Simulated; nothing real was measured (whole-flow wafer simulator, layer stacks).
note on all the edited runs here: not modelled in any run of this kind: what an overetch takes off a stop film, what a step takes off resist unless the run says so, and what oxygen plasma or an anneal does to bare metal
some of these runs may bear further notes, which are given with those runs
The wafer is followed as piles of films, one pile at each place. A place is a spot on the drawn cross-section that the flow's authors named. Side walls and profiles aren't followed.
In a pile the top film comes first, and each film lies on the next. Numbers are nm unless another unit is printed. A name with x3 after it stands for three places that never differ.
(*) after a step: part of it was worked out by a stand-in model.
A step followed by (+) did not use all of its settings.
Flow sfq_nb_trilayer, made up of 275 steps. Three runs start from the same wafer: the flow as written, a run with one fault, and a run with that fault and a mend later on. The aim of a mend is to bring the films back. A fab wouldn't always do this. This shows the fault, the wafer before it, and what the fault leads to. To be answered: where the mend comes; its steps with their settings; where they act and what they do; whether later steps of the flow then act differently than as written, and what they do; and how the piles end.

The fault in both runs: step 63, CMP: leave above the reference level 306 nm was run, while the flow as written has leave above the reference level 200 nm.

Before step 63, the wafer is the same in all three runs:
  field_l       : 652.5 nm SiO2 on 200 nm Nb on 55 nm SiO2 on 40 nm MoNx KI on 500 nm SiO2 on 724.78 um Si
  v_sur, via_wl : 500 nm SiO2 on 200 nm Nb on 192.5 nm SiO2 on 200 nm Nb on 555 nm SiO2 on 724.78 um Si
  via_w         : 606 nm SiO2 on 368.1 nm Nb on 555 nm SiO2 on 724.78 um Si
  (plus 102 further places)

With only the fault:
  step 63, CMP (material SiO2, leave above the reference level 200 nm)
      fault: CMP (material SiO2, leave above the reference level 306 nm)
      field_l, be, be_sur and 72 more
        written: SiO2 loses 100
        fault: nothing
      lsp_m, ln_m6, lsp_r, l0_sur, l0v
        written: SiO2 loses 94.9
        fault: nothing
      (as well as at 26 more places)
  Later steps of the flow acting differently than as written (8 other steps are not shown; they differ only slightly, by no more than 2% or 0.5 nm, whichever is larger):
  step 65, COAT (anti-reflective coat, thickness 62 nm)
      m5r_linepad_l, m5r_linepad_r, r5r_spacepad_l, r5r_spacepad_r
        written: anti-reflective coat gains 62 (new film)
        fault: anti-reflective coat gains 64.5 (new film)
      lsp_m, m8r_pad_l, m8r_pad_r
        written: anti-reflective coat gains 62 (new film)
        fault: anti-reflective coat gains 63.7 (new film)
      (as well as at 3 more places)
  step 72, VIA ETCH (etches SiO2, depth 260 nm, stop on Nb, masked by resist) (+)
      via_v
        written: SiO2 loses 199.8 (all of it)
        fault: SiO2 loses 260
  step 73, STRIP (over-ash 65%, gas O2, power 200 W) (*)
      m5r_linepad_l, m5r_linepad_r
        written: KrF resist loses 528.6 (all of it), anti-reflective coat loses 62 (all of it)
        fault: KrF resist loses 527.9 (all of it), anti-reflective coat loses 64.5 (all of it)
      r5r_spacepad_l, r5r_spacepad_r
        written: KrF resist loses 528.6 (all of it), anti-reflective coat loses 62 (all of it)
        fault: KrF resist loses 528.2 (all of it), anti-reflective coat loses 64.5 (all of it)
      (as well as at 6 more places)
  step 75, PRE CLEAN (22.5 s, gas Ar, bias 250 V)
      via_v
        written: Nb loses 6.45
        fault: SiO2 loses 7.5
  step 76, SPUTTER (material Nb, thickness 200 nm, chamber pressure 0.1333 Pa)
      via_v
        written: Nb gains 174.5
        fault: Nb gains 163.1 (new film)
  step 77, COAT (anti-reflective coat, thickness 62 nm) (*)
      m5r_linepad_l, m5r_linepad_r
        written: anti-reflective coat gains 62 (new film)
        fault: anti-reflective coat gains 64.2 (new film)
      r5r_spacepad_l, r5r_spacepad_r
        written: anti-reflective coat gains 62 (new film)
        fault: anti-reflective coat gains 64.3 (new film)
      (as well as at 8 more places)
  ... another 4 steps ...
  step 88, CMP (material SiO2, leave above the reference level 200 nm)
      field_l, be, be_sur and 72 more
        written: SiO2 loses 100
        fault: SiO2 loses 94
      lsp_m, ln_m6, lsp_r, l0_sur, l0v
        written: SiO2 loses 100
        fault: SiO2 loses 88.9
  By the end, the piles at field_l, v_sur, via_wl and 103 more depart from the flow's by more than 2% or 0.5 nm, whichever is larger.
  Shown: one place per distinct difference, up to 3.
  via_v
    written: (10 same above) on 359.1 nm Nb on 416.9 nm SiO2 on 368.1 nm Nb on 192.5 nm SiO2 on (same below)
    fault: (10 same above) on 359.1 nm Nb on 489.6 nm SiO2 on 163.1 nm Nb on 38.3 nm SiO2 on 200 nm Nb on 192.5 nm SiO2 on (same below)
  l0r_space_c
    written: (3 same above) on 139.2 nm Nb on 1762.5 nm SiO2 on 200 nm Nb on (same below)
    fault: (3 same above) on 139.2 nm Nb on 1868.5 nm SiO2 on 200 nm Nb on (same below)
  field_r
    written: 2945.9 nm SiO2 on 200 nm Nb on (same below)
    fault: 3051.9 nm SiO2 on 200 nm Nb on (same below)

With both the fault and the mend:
  The mend stands after step 64.
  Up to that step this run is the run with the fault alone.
  step 64a, CMP (material SiO2, leave above the reference level 200 nm) (the flow's step 63, run once more)
      field_l, be, be_sur and 72 more
        SiO2 loses 100
      v_sur, via_wl, via_w and 23 more
        SiO2 loses 106
      lsp_m, ln_m6, lsp_r, l0_sur, l0v
        SiO2 loses 94.9
  None of the later steps of the flow acts differently than as written at any place that is followed.
  At every place that both follow, the piles at the end match the flow's.
